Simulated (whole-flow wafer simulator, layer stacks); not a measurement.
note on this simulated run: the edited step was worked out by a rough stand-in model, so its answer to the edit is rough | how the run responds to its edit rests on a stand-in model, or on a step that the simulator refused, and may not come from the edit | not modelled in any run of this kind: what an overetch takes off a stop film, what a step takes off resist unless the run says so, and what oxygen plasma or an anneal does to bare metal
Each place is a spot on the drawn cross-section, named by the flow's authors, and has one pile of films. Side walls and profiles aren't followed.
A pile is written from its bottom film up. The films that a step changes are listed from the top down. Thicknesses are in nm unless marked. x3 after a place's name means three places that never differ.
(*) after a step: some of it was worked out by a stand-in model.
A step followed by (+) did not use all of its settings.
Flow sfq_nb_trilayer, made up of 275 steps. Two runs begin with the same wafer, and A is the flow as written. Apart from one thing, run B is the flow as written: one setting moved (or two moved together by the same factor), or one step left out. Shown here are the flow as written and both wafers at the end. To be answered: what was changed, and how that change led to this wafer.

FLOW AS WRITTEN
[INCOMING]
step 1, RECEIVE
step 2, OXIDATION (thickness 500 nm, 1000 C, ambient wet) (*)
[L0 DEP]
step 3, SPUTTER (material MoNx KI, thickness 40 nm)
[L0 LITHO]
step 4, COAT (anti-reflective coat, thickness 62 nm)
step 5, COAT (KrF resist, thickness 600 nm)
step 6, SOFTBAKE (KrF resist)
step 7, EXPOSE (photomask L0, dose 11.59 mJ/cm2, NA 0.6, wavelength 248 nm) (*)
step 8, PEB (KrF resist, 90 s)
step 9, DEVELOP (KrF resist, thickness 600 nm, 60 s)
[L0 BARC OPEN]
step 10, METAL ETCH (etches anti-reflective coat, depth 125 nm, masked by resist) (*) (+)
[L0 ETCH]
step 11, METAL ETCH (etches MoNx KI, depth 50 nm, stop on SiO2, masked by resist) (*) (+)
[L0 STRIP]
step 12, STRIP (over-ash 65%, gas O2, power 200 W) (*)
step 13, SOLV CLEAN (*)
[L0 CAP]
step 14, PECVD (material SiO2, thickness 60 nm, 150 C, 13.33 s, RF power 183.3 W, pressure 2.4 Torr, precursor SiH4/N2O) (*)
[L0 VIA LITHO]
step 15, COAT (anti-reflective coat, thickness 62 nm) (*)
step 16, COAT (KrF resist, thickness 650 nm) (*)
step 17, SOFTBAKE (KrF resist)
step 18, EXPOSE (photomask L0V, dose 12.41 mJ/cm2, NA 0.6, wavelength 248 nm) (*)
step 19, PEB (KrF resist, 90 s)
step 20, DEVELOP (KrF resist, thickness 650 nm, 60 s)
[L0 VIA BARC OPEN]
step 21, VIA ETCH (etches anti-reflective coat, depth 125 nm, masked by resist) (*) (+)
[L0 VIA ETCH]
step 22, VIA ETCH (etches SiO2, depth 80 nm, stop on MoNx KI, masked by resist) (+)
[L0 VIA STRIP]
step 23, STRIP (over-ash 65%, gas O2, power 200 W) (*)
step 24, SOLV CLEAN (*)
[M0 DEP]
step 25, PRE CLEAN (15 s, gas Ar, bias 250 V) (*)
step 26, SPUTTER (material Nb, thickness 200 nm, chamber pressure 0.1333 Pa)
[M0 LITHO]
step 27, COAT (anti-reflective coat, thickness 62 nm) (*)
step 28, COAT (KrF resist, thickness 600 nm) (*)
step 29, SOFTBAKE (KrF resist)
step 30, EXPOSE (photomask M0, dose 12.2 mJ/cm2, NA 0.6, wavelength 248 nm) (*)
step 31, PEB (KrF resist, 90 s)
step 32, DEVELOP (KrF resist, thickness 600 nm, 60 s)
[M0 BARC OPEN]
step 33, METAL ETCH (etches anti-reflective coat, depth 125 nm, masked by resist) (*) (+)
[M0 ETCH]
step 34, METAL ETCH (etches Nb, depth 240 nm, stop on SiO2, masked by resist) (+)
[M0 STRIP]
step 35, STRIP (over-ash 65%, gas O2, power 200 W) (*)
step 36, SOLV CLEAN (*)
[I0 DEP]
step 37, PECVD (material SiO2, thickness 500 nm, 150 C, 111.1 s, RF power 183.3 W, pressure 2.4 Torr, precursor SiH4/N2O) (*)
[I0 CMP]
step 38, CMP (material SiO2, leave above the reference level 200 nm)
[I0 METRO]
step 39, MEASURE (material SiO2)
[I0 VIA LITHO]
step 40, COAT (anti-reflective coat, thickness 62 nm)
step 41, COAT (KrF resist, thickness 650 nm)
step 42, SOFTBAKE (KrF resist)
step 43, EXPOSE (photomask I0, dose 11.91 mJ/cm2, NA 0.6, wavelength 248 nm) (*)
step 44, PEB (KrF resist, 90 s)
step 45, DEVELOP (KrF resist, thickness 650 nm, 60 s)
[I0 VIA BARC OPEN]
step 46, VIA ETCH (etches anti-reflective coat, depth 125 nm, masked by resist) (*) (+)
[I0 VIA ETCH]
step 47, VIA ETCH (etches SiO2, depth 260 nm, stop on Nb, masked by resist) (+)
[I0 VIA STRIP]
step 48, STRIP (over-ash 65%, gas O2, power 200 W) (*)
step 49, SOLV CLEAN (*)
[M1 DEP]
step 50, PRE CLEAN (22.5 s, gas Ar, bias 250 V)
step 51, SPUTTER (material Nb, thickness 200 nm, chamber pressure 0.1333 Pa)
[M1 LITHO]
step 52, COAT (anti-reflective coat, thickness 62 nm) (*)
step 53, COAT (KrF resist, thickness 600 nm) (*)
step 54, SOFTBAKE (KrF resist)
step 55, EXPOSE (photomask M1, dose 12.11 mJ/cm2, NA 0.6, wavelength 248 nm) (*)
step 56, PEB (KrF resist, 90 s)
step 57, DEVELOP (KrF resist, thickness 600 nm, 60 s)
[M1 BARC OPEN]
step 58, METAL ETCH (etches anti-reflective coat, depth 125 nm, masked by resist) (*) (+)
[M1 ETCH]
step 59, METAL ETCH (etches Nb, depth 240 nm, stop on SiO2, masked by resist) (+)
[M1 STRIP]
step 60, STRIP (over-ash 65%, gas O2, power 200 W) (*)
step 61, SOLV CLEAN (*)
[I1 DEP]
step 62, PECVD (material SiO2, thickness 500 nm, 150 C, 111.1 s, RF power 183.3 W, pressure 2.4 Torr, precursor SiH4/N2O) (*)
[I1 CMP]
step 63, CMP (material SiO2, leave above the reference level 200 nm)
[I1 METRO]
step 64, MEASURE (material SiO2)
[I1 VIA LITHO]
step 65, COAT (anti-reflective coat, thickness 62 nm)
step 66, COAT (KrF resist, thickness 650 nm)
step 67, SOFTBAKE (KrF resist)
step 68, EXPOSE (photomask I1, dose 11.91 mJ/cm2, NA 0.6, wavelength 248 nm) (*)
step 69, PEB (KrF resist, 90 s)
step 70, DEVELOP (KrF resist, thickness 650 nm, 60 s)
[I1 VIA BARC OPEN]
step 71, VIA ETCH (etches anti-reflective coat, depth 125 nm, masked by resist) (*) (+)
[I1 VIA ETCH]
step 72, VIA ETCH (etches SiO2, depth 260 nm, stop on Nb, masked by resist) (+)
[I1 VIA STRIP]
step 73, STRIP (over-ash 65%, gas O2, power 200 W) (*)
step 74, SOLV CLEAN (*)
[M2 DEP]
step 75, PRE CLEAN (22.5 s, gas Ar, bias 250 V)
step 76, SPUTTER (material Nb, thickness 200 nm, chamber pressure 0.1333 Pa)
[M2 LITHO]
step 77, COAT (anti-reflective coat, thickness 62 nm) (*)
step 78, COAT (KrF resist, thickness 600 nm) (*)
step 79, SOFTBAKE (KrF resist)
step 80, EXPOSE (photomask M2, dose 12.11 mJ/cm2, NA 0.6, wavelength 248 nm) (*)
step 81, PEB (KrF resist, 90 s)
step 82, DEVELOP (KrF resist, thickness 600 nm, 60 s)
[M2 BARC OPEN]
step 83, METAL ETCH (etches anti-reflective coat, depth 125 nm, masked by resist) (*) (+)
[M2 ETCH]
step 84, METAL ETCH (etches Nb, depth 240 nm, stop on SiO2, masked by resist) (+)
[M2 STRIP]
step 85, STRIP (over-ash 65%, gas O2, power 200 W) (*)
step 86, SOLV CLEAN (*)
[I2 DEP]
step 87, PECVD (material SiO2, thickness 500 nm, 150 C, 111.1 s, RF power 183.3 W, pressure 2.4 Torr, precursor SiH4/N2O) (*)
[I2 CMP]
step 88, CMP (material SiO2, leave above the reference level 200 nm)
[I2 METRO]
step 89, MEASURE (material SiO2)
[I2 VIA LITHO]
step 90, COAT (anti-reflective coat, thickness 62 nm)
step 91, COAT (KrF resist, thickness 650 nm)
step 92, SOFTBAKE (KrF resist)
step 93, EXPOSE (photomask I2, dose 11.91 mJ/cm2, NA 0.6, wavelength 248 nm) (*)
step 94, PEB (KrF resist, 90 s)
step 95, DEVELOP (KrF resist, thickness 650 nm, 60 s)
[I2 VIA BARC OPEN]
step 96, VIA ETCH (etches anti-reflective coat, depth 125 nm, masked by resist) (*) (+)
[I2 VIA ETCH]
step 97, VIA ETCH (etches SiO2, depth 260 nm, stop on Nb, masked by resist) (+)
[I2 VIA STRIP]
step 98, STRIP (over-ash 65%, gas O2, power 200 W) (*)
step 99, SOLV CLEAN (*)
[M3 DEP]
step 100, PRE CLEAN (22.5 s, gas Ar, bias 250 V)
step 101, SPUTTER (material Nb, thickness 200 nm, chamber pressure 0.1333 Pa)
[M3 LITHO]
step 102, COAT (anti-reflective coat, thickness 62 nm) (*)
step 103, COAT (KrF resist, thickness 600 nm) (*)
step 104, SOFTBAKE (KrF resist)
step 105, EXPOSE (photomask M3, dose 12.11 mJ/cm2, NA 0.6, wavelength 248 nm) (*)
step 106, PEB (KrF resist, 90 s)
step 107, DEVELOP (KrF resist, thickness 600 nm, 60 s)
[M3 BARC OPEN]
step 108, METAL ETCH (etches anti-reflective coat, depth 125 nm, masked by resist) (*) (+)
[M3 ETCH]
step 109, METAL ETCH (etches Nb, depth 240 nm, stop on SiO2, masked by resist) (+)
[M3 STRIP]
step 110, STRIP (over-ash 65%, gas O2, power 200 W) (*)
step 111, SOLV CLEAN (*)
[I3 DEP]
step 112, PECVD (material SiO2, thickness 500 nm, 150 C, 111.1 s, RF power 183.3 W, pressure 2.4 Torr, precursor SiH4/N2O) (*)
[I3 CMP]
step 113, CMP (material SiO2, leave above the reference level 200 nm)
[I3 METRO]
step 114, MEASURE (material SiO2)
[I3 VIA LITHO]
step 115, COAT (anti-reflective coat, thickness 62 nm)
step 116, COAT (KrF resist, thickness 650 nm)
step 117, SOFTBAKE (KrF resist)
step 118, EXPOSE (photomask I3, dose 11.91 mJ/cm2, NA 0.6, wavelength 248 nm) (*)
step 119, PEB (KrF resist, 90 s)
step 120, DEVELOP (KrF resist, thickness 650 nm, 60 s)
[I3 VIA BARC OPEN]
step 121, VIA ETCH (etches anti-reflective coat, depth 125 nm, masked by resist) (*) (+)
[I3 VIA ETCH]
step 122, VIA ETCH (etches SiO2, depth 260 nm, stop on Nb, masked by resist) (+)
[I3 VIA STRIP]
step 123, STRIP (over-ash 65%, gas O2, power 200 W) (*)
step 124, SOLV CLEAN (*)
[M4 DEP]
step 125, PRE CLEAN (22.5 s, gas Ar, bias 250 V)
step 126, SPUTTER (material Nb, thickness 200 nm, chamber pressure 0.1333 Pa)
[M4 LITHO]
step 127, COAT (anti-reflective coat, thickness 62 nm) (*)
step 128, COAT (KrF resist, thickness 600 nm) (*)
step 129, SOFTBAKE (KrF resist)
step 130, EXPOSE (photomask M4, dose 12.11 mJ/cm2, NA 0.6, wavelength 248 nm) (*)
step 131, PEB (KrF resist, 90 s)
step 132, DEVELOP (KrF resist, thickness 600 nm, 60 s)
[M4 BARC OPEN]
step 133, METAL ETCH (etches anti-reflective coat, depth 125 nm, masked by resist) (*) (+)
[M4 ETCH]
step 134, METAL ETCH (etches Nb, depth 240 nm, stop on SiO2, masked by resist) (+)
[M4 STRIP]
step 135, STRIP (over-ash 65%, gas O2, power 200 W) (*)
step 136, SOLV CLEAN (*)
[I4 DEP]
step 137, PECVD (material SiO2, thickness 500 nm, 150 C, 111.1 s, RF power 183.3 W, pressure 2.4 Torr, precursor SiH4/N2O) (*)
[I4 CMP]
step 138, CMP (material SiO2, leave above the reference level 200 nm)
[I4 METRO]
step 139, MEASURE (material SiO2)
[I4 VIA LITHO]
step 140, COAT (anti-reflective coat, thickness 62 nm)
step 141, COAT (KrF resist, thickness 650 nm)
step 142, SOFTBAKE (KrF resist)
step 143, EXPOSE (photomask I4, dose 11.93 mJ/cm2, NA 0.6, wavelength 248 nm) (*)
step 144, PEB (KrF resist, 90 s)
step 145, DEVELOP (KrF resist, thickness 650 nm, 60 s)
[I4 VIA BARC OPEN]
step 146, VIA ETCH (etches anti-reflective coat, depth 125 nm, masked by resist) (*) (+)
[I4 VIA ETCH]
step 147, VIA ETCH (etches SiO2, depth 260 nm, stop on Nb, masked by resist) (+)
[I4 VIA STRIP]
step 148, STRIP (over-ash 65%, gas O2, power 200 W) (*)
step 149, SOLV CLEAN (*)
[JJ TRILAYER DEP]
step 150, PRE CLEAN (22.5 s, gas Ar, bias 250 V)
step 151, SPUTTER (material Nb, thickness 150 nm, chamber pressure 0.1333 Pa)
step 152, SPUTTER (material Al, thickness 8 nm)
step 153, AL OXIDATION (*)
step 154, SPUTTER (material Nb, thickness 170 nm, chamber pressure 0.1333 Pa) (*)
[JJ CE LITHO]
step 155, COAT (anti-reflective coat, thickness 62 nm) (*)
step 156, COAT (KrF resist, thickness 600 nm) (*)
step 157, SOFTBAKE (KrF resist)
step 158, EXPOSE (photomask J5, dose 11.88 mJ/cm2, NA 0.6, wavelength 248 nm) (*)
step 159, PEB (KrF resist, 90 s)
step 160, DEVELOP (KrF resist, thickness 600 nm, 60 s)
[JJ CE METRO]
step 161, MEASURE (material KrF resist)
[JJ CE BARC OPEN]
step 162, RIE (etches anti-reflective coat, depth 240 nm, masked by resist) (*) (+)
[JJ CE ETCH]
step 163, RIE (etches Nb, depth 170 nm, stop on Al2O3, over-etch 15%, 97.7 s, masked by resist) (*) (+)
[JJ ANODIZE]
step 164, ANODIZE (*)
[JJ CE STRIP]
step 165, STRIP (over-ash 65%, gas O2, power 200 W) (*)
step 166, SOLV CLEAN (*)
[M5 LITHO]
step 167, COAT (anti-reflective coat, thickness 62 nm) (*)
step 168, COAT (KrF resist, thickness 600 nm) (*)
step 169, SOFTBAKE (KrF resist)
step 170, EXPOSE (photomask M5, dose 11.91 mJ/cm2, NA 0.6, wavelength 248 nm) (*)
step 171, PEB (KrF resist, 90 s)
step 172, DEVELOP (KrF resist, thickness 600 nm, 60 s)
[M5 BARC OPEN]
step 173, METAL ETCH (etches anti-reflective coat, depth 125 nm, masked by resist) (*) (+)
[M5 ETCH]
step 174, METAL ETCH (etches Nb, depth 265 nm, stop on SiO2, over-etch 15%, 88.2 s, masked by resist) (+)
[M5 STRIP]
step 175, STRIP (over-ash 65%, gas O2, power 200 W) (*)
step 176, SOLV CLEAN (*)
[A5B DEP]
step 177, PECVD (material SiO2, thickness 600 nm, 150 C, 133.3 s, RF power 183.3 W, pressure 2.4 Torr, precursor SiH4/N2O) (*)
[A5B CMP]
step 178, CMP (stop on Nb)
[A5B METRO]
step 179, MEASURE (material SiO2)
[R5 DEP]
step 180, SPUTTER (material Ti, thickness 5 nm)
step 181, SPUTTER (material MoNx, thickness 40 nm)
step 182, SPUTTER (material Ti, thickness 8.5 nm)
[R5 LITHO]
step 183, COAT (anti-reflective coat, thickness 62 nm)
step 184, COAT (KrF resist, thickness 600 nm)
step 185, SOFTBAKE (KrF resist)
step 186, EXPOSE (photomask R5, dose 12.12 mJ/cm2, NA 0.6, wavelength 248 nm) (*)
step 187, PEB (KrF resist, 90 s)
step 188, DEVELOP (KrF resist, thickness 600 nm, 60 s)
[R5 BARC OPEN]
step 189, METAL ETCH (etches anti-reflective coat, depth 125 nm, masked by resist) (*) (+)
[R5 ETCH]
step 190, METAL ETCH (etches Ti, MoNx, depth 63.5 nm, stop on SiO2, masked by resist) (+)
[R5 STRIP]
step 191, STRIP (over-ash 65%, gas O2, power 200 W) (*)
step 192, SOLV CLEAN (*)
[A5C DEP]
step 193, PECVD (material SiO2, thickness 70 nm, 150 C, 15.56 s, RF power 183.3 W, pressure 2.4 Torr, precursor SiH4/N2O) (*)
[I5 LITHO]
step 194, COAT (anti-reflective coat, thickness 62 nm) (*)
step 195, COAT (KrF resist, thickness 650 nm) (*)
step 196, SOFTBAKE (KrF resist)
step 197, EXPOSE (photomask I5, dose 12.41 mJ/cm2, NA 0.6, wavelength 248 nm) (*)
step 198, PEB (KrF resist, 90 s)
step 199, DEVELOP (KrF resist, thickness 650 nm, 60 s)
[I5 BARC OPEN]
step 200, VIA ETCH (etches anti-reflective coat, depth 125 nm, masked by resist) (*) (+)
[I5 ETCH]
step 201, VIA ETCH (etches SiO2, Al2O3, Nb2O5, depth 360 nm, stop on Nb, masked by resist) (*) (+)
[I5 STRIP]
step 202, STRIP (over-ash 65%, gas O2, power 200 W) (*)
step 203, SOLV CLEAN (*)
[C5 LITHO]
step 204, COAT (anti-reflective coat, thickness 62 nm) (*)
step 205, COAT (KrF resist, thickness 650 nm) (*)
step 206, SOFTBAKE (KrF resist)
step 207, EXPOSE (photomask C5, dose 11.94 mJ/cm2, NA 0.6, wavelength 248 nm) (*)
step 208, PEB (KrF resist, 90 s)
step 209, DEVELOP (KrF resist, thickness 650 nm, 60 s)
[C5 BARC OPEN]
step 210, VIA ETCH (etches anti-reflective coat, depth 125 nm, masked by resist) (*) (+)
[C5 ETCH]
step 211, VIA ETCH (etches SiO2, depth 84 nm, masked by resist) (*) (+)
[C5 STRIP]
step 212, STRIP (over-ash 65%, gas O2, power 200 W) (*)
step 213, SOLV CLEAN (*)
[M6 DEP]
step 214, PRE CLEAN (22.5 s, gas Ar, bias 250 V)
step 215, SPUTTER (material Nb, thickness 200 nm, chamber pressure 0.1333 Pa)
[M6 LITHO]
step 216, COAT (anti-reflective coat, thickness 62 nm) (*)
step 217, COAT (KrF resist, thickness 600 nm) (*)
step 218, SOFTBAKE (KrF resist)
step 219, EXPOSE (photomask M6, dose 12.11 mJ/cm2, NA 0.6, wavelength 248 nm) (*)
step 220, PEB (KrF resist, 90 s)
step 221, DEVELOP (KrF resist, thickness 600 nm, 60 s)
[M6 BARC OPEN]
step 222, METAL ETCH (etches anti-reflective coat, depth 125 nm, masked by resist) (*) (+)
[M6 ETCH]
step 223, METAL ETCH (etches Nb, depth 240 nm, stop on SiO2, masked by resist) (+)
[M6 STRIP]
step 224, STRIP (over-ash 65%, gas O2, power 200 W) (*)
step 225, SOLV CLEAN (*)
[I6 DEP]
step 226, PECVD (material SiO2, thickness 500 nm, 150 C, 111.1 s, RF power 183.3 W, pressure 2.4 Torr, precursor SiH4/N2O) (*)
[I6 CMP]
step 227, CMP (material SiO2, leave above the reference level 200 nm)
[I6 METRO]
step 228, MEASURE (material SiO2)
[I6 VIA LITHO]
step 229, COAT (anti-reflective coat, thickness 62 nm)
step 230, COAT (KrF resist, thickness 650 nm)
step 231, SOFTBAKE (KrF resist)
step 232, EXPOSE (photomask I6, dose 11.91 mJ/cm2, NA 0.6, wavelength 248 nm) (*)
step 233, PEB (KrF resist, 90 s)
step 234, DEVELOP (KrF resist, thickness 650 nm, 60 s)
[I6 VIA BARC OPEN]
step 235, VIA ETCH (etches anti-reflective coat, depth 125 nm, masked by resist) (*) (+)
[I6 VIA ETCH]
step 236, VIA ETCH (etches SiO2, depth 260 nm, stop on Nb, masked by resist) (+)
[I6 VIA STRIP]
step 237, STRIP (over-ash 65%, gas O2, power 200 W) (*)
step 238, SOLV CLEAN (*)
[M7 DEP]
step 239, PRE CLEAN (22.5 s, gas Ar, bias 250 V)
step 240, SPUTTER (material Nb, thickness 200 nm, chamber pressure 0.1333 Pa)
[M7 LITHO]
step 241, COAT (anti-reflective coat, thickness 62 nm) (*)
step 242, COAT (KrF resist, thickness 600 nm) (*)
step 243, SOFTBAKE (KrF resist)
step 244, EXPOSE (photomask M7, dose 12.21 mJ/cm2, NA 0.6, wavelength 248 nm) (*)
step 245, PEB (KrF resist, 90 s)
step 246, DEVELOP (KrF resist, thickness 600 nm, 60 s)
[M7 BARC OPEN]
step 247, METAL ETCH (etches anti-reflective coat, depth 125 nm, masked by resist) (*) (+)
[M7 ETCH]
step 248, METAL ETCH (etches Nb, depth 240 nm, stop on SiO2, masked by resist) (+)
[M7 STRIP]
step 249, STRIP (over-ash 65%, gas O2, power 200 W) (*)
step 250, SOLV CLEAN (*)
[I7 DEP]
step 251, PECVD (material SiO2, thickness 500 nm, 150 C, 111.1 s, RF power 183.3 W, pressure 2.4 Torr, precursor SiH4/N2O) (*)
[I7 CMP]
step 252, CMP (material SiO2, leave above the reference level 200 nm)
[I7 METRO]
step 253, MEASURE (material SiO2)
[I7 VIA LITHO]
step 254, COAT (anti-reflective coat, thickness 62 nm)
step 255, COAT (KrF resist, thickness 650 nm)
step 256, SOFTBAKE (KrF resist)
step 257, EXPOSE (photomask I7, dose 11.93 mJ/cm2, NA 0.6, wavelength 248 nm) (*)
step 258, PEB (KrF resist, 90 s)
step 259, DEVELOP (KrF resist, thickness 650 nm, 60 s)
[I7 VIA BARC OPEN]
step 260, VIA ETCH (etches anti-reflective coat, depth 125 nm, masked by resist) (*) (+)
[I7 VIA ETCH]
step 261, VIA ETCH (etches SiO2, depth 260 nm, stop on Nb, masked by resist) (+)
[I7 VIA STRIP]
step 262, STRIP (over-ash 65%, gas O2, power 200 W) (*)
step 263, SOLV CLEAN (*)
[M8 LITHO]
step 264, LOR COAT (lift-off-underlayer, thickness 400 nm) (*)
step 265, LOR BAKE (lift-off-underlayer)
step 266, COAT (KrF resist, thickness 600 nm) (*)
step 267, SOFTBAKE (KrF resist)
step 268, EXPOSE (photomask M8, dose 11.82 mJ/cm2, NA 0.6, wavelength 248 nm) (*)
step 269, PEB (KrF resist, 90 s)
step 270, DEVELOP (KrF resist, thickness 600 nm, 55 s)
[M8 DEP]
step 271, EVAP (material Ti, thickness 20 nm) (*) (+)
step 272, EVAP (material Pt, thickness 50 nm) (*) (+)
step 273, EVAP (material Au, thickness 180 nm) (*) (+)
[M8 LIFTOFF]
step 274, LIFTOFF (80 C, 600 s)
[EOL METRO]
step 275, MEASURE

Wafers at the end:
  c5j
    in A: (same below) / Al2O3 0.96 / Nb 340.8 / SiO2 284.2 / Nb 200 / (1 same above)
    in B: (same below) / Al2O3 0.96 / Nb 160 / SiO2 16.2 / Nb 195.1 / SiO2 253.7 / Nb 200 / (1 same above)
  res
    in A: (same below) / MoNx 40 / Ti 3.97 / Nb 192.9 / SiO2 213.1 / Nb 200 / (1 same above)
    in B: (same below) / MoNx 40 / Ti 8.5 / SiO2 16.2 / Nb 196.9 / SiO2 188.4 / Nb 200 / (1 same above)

The reason: step 211, VIA ETCH: depth 46.2 nm was run, whereas the flow has depth 84 nm.

How this came from the change, step by step:
  step 211, VIA ETCH (etches SiO2, depth 84 nm, masked by resist) (*) (+)
      c5j: A -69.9 SiO2 (all of it), -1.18 Nb | B -46.2 SiO2
      res: A -69.9 SiO2 (all of it) | B -46.2 SiO2
      (also at 104 further places)
  step 214, PRE CLEAN (22.5 s, gas Ar, bias 250 V)
      c5j: A -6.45 Nb | B -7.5 SiO2
      res: A -4.53 Ti | B -7.5 SiO2
  step 215, SPUTTER (material Nb, thickness 200 nm, chamber pressure 0.1333 Pa)
      c5j: A +188.4 Nb | B +195.1 Nb (new film)
      res: A +192.9 Nb (new film) | B +196.9 Nb (new film)
  step 216, COAT (anti-reflective coat, thickness 62 nm) (*)
      ce_l: A +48 anti-reflective coat (new film) | B +54.1 anti-reflective coat (new film)
      c5j: A +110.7 anti-reflective coat (new film) | B +93.5 anti-reflective coat (new film)
      (also at 4 further places)
  step 224, STRIP (over-ash 65%, gas O2, power 200 W) (*)
      ce_l: A -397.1 KrF resist (all of it), -48 anti-reflective coat (all of it) | B -393.4 KrF resist (all of it), -54.1 anti-reflective coat (all of it)
      c5j: A -418.3 KrF resist (all of it), -110.7 anti-reflective coat (all of it) | B -407.8 KrF resist (all of it), -93.5 anti-reflective coat (all of it)
      (also at 4 further places)
  step 226, PECVD (material SiO2, thickness 500 nm, 150 C, 111.1 s, RF power 183.3 W, pressure 2.4 Torr, precursor SiH4/N2O) (*)
      c5j: A +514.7 SiO2 (new film) | B +500 SiO2 (new film)
  step 227, CMP (material SiO2, leave above the reference level 200 nm)
      c5j: A -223 SiO2 | B -238.8 SiO2
      res: A -279.4 SiO2 | B -304.1 SiO2
If metal films that touch count as one body, c5j has 5 bodies (between them, from the top down: SiO2 253.7; SiO2 16.2; Al2O3 0.96; SiO2 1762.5); the flow as written gives 4 bodies (between them, from the top down: SiO2 284.2; Al2O3 0.96; SiO2 1762.5).
If metal films that touch count as one body, res has 4 bodies (between them, from the top down: SiO2 188.4; SiO2 16.2; SiO2 2090.9); the flow as written gives 3 bodies (between them, from the top down: SiO2 213.1; SiO2 2090.9).
